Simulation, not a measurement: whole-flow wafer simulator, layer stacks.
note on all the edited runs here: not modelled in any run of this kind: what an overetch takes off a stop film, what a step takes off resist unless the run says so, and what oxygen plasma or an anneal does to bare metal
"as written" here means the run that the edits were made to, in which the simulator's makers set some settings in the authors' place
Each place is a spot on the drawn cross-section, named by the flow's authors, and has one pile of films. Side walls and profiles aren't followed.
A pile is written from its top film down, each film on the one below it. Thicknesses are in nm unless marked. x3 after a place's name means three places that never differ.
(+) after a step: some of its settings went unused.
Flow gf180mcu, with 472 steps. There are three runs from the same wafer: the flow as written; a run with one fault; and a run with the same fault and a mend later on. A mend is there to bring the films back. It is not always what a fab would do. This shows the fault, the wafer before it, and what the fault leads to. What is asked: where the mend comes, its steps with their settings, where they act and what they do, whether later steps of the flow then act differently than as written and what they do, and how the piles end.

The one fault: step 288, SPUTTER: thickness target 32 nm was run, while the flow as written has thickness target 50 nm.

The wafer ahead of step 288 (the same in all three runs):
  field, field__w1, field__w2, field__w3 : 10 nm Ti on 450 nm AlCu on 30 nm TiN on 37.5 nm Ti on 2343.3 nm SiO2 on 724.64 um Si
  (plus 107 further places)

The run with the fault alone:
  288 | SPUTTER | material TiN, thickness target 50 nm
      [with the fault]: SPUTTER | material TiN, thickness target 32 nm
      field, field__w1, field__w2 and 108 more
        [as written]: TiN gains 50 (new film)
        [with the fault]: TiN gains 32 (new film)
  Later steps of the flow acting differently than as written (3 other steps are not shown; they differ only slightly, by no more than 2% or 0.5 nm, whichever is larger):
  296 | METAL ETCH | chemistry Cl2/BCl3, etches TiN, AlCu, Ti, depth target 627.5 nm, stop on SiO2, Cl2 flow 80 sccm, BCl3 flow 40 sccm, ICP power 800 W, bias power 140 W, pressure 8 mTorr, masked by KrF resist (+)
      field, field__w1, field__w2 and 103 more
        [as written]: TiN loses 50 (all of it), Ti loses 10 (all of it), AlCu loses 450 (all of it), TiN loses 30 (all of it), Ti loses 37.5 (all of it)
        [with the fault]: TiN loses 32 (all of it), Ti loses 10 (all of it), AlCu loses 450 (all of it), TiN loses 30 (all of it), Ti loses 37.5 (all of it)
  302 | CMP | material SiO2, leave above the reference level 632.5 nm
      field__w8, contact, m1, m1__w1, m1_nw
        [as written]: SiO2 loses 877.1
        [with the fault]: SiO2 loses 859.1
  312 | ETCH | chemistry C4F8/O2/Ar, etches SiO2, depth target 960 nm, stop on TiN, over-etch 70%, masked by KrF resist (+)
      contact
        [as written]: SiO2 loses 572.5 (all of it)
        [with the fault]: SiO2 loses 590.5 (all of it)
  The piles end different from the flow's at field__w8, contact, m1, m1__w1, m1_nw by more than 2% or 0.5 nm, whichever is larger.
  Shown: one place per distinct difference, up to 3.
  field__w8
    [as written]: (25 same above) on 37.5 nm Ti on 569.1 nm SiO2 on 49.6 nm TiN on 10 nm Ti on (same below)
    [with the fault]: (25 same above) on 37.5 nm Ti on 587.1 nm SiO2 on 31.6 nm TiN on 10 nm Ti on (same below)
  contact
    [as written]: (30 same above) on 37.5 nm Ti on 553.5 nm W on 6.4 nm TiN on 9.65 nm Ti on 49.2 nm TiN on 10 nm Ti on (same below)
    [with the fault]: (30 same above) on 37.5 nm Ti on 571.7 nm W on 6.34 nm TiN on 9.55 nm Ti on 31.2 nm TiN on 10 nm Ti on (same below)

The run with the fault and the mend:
  The mend follows step 288.
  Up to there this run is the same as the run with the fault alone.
  288a | SPUTTER | material TiN, thickness target 18 nm (the flow's step 288 again, with other settings)
      field, field__w1, field__w2 and 108 more
        TiN gains 18
  None of the later steps of the flow acts differently than as written at any place that is followed.
  By the end, the piles equal the flow's at every place that both follow.
